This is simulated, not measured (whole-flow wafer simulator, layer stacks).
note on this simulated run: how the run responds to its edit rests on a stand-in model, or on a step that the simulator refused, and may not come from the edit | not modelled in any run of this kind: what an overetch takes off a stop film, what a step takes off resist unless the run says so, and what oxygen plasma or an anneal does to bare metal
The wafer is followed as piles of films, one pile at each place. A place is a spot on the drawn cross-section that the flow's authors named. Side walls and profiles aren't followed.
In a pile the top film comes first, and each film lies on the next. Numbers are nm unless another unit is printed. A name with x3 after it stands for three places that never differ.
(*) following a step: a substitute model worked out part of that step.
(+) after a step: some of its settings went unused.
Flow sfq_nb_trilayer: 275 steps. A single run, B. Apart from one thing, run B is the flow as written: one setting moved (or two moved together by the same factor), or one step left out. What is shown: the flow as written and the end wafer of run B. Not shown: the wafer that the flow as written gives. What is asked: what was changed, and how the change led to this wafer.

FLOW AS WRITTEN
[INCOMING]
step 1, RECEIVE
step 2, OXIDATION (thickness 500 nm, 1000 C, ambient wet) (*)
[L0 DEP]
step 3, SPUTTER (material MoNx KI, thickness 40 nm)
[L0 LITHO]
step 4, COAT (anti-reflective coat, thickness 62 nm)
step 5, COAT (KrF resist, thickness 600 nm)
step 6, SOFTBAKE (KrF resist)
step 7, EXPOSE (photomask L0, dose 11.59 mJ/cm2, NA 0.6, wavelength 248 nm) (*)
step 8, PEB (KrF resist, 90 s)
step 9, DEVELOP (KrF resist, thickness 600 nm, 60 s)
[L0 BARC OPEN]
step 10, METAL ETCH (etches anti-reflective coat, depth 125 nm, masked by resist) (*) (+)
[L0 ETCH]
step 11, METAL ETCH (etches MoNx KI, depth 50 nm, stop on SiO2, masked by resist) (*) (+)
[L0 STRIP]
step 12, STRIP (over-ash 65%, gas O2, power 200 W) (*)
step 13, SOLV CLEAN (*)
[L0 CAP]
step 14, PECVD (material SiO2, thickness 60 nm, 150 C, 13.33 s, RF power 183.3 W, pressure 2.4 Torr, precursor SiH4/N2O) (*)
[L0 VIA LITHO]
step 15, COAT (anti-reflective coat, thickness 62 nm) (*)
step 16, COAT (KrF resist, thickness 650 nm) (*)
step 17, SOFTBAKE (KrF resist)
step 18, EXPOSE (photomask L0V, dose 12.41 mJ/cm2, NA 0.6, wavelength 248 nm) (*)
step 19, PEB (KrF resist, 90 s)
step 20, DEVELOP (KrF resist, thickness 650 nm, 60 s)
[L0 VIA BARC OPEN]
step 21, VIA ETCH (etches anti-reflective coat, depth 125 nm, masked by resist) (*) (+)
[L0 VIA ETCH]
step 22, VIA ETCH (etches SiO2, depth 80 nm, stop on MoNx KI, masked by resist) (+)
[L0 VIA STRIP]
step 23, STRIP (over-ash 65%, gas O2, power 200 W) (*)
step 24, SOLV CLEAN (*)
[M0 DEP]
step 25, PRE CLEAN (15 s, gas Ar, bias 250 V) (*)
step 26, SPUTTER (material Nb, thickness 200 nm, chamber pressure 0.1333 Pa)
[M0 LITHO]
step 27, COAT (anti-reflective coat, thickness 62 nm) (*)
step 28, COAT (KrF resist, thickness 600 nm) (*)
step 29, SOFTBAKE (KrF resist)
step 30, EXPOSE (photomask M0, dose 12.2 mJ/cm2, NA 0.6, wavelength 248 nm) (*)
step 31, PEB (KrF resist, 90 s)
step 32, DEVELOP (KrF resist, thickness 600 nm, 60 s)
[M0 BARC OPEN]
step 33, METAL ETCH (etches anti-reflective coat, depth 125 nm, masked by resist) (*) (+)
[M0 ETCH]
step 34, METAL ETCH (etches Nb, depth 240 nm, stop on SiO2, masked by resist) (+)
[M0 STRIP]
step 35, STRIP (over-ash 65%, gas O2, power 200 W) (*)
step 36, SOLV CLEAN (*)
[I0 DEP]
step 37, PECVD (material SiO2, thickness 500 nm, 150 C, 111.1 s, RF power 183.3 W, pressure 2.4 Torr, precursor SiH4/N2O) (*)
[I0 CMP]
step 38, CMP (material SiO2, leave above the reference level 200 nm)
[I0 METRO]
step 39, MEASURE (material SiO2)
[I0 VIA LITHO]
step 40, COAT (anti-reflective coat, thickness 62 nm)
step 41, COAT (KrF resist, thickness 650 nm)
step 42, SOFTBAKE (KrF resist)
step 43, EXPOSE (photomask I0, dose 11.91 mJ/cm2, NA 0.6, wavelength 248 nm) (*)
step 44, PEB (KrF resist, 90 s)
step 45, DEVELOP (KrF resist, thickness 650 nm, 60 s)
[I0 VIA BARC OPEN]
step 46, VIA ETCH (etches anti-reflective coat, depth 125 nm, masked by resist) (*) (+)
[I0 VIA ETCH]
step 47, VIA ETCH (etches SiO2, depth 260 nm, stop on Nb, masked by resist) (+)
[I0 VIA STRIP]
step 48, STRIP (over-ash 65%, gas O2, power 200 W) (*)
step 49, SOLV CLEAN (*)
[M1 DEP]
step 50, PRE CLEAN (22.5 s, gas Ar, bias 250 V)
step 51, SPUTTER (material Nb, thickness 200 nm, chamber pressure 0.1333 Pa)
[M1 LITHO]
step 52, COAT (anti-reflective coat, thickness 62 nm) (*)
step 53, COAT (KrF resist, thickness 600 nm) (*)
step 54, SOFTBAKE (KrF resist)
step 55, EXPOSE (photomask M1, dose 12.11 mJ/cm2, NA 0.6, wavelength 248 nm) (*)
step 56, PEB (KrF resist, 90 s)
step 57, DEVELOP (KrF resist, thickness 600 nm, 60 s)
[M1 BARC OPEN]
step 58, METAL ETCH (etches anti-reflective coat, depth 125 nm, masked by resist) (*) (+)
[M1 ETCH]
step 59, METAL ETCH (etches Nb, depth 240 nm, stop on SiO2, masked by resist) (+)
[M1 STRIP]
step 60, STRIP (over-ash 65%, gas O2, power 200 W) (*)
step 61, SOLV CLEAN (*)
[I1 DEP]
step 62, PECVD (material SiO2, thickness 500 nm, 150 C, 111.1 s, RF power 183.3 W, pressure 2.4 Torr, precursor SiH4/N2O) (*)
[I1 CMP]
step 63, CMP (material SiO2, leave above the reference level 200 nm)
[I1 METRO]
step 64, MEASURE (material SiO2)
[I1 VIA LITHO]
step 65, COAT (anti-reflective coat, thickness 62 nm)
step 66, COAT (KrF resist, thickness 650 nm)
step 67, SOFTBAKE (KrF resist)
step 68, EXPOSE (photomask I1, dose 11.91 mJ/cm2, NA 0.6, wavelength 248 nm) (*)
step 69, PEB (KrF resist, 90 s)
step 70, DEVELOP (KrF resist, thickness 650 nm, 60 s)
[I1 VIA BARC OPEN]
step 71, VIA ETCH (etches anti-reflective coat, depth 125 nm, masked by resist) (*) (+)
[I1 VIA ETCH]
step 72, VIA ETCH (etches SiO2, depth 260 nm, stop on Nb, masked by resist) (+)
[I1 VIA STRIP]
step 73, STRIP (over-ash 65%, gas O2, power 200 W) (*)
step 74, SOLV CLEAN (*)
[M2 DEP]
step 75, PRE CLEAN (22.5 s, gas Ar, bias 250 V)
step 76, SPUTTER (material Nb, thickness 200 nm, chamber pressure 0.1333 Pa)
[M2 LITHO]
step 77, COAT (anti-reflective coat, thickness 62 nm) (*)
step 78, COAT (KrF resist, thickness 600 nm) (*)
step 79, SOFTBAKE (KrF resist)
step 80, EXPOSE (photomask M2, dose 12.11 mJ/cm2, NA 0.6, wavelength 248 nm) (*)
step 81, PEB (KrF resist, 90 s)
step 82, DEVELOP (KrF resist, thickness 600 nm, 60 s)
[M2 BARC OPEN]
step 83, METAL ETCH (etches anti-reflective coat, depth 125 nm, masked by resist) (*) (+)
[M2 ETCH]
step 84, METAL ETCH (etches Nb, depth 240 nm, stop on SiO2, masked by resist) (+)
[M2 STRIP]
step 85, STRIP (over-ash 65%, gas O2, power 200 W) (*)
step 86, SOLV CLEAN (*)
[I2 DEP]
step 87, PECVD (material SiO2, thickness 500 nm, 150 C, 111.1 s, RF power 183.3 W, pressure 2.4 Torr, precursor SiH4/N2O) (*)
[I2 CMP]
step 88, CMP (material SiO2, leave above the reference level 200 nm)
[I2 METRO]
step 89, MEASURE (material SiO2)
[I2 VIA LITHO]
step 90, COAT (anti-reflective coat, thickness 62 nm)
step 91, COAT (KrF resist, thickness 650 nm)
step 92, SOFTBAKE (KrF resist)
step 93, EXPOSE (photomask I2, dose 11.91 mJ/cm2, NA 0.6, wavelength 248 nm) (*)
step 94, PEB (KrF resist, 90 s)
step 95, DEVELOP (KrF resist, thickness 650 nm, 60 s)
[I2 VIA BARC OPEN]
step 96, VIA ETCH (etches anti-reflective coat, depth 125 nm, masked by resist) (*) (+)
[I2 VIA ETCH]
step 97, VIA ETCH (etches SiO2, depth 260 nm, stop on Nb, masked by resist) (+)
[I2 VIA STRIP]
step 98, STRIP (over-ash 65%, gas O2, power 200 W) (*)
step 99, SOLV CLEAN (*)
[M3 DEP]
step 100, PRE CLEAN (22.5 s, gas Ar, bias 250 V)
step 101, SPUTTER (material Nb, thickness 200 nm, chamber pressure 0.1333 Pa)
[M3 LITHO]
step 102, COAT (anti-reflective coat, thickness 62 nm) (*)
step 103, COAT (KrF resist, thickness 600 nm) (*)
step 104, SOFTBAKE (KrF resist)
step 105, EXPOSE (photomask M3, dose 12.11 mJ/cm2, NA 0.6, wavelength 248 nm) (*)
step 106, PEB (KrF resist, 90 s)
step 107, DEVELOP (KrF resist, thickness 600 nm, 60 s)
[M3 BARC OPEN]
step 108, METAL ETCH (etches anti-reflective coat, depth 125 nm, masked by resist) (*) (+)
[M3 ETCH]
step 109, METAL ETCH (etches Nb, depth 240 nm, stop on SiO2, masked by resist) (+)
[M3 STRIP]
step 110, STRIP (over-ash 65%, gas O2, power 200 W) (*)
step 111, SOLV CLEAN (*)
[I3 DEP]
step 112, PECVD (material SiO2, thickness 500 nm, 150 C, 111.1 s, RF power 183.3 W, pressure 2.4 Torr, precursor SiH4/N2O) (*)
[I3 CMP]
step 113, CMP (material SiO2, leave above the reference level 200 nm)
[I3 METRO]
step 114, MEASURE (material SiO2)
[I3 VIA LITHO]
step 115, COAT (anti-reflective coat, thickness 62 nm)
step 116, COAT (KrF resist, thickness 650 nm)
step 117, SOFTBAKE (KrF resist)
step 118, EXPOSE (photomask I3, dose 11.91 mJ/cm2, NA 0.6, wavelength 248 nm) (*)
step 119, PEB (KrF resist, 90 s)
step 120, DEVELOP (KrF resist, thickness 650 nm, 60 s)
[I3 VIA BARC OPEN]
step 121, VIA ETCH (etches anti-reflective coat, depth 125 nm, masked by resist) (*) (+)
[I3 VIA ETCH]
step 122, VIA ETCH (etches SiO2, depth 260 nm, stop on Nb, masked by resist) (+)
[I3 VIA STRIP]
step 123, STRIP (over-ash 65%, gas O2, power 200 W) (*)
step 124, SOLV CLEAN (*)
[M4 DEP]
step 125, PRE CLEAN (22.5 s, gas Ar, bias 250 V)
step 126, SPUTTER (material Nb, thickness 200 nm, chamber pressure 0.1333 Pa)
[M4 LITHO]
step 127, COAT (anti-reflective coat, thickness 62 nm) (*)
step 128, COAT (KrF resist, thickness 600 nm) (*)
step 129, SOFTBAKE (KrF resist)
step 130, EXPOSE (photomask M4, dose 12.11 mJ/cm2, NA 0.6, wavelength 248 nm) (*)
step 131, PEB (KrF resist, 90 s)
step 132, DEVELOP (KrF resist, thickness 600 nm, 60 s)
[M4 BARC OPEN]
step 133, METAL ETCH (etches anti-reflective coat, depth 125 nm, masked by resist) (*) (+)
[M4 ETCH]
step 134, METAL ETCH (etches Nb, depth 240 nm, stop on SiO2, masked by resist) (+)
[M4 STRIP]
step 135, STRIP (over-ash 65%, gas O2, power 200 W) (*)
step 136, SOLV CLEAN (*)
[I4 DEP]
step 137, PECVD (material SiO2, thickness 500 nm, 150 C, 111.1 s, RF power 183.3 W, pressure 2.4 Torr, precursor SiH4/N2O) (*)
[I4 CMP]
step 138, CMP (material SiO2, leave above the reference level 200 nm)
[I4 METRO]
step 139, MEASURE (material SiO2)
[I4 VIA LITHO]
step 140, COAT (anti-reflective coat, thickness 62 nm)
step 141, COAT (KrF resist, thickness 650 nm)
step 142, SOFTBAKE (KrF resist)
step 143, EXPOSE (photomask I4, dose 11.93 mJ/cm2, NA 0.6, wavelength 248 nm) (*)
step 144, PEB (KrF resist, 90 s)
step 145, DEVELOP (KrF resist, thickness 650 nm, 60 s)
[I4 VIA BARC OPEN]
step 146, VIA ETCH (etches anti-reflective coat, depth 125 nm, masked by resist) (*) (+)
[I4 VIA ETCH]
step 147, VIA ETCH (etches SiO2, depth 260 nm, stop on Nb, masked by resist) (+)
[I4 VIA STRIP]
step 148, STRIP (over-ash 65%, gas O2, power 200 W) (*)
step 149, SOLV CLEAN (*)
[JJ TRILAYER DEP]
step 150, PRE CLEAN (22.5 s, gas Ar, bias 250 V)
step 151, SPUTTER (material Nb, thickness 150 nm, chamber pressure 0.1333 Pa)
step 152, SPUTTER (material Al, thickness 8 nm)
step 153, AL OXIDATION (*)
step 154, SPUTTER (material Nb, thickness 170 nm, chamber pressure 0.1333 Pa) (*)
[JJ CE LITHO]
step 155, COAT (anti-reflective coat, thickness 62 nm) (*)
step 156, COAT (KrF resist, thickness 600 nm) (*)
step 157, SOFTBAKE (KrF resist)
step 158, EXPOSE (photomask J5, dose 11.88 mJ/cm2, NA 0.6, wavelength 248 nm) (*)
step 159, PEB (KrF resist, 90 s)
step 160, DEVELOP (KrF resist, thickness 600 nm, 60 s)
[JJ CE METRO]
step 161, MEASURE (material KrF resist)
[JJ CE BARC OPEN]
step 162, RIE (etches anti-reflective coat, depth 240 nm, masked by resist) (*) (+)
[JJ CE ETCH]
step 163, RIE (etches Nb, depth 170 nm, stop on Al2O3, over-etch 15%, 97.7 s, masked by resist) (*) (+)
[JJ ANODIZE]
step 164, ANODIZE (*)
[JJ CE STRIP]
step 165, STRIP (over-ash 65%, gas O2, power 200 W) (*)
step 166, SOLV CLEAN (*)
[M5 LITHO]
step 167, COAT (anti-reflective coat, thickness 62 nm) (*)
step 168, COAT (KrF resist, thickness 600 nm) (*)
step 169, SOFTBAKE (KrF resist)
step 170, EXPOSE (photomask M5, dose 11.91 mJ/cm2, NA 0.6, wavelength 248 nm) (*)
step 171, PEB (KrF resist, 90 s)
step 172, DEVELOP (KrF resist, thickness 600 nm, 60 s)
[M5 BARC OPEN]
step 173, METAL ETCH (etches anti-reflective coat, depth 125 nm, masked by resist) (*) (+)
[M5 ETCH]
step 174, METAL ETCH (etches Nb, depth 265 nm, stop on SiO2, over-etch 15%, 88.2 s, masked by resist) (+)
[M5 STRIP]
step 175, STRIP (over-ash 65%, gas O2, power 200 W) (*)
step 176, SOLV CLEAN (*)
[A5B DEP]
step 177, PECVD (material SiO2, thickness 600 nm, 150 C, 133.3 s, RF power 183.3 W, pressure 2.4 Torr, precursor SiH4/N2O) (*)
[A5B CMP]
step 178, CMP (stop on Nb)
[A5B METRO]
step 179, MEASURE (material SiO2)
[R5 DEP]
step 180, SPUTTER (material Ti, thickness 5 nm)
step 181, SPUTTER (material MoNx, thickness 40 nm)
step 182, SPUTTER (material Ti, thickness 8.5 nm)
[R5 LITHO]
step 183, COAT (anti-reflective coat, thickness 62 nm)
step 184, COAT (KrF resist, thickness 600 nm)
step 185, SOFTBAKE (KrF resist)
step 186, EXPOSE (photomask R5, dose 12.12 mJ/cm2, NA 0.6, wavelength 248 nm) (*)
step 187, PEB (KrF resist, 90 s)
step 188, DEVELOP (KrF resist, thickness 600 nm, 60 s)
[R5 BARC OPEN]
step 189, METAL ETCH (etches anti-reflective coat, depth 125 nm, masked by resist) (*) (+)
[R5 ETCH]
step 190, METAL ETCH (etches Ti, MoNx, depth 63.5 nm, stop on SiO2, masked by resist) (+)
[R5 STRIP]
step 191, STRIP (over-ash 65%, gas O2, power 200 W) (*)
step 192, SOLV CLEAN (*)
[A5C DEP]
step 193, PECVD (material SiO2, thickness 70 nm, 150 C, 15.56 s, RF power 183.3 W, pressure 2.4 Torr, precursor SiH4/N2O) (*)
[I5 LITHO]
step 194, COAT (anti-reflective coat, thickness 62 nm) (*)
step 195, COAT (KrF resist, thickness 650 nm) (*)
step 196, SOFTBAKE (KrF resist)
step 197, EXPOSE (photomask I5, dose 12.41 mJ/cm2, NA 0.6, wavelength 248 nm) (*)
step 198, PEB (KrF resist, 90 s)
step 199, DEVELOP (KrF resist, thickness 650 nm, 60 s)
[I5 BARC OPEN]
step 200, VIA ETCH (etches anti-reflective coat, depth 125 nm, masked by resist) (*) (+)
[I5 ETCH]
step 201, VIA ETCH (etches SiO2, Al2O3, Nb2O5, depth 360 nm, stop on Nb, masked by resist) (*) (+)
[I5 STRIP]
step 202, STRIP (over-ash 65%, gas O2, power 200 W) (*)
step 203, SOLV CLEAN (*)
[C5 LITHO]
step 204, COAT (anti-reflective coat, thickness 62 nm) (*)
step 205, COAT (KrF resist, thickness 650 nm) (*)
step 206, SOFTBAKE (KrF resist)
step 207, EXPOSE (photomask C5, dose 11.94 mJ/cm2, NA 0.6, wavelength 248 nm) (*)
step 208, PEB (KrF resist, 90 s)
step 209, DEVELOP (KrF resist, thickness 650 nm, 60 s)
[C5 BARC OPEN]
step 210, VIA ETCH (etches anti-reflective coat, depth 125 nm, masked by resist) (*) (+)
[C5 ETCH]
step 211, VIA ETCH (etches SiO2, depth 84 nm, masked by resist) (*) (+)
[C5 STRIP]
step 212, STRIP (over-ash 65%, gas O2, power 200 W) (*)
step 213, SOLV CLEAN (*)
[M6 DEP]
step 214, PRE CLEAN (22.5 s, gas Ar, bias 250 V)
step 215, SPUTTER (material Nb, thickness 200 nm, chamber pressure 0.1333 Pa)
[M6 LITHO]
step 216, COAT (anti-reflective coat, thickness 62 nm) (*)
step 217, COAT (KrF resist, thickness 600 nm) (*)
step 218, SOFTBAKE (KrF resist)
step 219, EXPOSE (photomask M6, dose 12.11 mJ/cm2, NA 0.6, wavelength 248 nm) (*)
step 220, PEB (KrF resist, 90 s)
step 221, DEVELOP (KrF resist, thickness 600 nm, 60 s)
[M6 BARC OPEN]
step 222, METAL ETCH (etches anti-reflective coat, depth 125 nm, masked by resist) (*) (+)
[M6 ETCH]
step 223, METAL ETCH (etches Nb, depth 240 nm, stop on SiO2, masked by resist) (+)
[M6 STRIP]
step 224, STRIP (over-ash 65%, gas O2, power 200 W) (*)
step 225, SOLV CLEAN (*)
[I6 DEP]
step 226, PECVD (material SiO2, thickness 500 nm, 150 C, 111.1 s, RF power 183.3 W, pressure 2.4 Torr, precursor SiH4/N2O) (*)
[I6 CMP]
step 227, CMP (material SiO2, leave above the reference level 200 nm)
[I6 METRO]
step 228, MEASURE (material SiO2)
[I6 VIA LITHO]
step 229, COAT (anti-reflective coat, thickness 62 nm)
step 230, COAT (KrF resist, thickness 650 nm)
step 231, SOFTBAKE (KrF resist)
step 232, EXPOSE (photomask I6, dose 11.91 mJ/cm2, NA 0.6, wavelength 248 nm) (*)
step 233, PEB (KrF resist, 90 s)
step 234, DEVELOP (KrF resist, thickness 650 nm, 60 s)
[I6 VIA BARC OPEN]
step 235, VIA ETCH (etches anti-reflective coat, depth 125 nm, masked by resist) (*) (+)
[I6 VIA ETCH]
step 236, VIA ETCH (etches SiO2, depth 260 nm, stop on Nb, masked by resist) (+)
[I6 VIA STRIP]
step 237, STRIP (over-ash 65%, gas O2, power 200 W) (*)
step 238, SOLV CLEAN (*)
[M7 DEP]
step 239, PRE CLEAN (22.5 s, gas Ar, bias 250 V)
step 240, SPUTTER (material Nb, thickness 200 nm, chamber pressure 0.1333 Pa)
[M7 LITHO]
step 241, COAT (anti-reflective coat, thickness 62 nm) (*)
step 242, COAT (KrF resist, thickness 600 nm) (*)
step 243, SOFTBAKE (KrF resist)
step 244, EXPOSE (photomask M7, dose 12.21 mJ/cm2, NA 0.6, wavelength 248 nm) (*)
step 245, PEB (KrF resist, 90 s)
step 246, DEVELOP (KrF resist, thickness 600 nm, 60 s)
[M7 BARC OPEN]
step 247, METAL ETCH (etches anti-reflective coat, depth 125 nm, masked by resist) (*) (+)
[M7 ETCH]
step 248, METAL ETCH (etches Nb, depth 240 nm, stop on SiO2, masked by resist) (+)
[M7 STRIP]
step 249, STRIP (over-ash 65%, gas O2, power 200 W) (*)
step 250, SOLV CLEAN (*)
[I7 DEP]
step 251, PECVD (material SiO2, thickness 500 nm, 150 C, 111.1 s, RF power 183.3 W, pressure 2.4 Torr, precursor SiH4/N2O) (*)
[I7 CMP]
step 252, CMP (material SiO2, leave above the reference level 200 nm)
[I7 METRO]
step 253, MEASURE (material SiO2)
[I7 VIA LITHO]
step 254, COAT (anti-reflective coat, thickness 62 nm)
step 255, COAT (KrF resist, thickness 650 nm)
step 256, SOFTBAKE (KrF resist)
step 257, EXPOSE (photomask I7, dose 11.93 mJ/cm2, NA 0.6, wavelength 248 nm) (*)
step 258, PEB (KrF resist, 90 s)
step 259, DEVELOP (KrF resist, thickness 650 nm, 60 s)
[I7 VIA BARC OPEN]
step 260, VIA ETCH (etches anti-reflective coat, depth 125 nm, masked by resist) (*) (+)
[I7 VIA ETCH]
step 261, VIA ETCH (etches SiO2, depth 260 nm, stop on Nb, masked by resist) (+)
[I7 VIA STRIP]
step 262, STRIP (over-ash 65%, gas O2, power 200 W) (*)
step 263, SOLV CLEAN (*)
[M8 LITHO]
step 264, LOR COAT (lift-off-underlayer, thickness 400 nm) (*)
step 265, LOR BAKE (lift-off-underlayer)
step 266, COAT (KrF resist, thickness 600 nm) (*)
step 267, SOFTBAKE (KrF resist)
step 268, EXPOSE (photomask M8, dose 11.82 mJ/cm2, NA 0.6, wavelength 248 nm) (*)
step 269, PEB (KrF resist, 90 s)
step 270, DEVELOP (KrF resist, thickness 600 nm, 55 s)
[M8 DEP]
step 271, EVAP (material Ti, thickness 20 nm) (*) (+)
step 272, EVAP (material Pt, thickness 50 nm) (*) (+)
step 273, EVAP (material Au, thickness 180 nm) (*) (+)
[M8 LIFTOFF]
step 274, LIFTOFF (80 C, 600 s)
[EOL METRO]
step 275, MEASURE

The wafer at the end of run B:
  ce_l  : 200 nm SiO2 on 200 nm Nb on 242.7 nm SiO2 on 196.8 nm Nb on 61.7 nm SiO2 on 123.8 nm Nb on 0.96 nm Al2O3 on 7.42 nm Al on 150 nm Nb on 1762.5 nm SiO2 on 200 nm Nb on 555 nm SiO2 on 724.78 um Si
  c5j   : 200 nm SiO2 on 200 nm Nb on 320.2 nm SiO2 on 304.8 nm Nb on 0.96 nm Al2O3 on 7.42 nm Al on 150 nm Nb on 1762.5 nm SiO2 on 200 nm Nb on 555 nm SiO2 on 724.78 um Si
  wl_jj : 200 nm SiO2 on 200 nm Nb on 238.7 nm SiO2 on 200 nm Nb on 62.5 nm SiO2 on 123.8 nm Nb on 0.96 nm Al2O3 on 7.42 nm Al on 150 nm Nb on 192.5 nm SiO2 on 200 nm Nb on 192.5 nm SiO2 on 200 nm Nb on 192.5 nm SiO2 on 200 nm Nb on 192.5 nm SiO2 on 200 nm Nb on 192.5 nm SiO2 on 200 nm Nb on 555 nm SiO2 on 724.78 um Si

Cause: step 190, METAL ETCH: depth 99.7 nm was run, though the flow has depth 63.5 nm.

Step by step, how the change led to this:
  step 190, METAL ETCH (etches Ti, MoNx, depth 63.5 nm, stop on SiO2, masked by resist) (+)
      be_r, r_sur, res, r_end, r5r_line_l, r5r_line_c, r5r_line_r: KrF resist loses 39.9 (as written it would have been: KrF resist loses 25.4)
      ce_l, c5j, ce_r, wl_jj: Ti loses 8.5 (all of it), MoNx loses 40 (all of it), Ti loses 5 (all of it), Nb loses 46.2 (as written it would have been: Ti loses 8.5 (all of it), MoNx loses 40 (all of it), Ti loses 5 (all of it), Nb loses 10)
  step 191, STRIP (over-ash 65%, gas O2, power 200 W) (*)
      be_r, r_sur, res, r_end, r5r_line_l, r5r_line_c, r5r_line_r: KrF resist loses 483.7 (all of it), anti-reflective coat loses 62 (all of it) (as written it would have been: KrF resist loses 498.2 (all of it), anti-reflective coat loses 62 (all of it))
  step 194, COAT (anti-reflective coat, thickness 62 nm) (*)
      wl_j_sl, wl_j_sr: anti-reflective coat gains 54.8 (new film) (as written it would have been: anti-reflective coat gains 60.2 (new film))
      jj_sur: anti-reflective coat gains 55.3 (new film) (as written it would have been: anti-reflective coat gains 60.8 (new film))
      (also at 5 further places)
  step 195, COAT (KrF resist, thickness 650 nm) (*)
      c5j: KrF resist gains 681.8 (new film) (as written it would have been: KrF resist gains 662.7 (new film))
      wl_jj: KrF resist gains 672.7 (new film) (as written it would have been: KrF resist gains 654.8 (new film))
  step 202, STRIP (over-ash 65%, gas O2, power 200 W) (*)
      wl_j_sl, wl_j_sr: KrF resist loses 333 (all of it), anti-reflective coat loses 54.8 (all of it) (as written it would have been: KrF resist loses 333.3 (all of it), anti-reflective coat loses 60.2 (all of it))
      jj_sur: KrF resist loses 337.3 (all of it), anti-reflective coat loses 55.3 (all of it) (as written it would have been: KrF resist loses 337.2 (all of it), anti-reflective coat loses 60.8 (all of it))
      (also at 5 further places)
  step 204, COAT (anti-reflective coat, thickness 62 nm) (*)
      wl_j_sl, wl_j_sr: anti-reflective coat gains 54.8 (new film) (as written it would have been: anti-reflective coat gains 60.2 (new film))
      jj_sur: anti-reflective coat gains 54 (new film) (as written it would have been: anti-reflective coat gains 59.5 (new film))
      (also at 5 further places)
  step 205, COAT (KrF resist, thickness 650 nm) (*)
      c5j: KrF resist gains 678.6 (new film) (as written it would have been: KrF resist gains 659.4 (new film))
      wl_jj: KrF resist gains 672.7 (new film) (as written it would have been: KrF resist gains 654.8 (new film))
  step 209, DEVELOP (KrF resist, thickness 650 nm, 60 s)
      c5j: KrF resist loses 677.2 (all of it) (as written it would have been: KrF resist loses 658.1 (all of it))
  step 210, VIA ETCH (etches anti-reflective coat, depth 125 nm, masked by resist) (*) (+)
      c5j: anti-reflective coat loses 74 (all of it), SiO2 loses 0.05 (as written it would have been: anti-reflective coat loses 63.9 (all of it), SiO2 loses 0.11)
  step 212, STRIP (over-ash 65%, gas O2, power 200 W) (*)
      wl_j_sl, wl_j_sr: KrF resist loses 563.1 (all of it), anti-reflective coat loses 54.8 (all of it) (as written it would have been: KrF resist loses 563.4 (all of it), anti-reflective coat loses 60.2 (all of it))
      jj_sur: KrF resist loses 561.9 (all of it), anti-reflective coat loses 54 (all of it) (as written it would have been: KrF resist loses 562 (all of it), anti-reflective coat loses 59.5 (all of it))
      (also at 4 further places)
  step 216, COAT (anti-reflective coat, thickness 62 nm) (*)
      wl_j_sl, wl_j_sr: anti-reflective coat gains 55 (new film) (as written it would have been: anti-reflective coat gains 60.2 (new film))
      jj_sur: anti-reflective coat gains 50.5 (new film) (as written it would have been: anti-reflective coat gains 56.1 (new film))
      (also at 5 further places)
  step 217, COAT (KrF resist, thickness 600 nm) (*)
      ce_l: KrF resist gains 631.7 (new film) (as written it would have been: KrF resist gains 614.7 (new film))
      c5j: KrF resist gains 655.8 (new film) (as written it would have been: KrF resist gains 636 (new film))
      (also at 2 further places)
  step 224, STRIP (over-ash 65%, gas O2, power 200 W) (*)
      wl_j_sl, wl_j_sr: KrF resist loses 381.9 (all of it), anti-reflective coat loses 55 (all of it) (as written it would have been: KrF resist loses 382.5 (all of it), anti-reflective coat loses 60.2 (all of it))
      jj_sur: KrF resist loses 378 (all of it), anti-reflective coat loses 50.5 (all of it) (as written it would have been: KrF resist loses 378.5 (all of it), anti-reflective coat loses 56.1 (all of it))
      (also at 5 further places)
  step 227, CMP (material SiO2, leave above the reference level 200 nm)
      ce_l, ce_r: SiO2 loses 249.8 (as written it would have been: SiO2 loses 290)
      c5j: SiO2 loses 182.8 (as written it would have been: SiO2 loses 223)
      (also at 1 further place)
